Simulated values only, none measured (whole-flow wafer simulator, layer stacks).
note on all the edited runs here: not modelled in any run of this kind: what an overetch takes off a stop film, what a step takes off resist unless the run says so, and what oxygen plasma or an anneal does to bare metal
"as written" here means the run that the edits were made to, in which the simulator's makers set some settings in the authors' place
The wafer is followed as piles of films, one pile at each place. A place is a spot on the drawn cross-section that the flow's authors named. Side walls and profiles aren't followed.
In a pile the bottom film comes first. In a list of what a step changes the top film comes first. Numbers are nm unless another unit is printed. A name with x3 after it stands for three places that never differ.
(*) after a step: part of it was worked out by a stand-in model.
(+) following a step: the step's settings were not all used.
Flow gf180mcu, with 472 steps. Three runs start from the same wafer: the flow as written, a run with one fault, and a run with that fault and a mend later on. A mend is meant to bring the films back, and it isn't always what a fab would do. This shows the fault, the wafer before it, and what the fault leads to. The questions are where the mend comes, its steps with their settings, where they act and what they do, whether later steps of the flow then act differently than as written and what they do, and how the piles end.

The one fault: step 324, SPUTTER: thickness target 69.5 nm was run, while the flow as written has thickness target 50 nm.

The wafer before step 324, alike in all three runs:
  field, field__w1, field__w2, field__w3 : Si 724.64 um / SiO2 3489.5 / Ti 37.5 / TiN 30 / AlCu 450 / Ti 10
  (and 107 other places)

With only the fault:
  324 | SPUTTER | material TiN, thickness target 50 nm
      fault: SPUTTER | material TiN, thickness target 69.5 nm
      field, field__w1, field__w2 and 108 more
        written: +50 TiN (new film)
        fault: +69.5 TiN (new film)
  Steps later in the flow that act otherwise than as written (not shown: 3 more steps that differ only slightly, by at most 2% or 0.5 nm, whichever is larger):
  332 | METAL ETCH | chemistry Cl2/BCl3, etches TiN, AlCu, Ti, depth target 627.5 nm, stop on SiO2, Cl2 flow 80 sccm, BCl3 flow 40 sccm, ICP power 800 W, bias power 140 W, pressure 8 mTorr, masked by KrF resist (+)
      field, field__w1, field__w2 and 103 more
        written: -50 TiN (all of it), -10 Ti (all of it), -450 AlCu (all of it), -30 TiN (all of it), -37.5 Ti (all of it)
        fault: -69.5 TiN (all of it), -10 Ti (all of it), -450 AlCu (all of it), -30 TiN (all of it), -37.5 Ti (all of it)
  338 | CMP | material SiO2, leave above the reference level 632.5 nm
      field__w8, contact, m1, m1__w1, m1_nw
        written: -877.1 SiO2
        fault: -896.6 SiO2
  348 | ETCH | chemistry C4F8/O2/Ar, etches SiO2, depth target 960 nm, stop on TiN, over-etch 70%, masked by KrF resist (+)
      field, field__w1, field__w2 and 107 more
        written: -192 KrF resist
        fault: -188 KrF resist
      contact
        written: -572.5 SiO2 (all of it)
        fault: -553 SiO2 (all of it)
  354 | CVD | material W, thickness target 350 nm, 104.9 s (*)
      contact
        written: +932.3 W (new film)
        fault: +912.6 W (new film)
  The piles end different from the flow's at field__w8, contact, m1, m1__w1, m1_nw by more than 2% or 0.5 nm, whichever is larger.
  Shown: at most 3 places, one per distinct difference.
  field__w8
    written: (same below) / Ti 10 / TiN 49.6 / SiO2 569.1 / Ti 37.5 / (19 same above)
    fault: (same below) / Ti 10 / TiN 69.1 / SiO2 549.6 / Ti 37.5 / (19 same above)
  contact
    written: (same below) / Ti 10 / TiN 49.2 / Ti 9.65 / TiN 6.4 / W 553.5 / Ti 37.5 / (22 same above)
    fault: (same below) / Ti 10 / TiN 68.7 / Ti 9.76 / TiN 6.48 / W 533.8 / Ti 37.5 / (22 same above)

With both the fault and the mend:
  The mend follows step 324.
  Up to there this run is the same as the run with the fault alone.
  324a | METAL ETCH | chemistry Cl2/BCl3, etches TiN, AlCu, Ti, depth target 19.5 nm, Cl2 flow 80 sccm, BCl3 flow 40 sccm, ICP power 800 W, bias power 140 W, pressure 8 mTorr (the flow's step 260 again, with other settings)
      field, field__w1, field__w2 and 108 more
        -19.5 TiN
  Every later step of the flow that is run acts as written at every place that is followed.
  At every place that both follow, the piles at the end match the flow's.
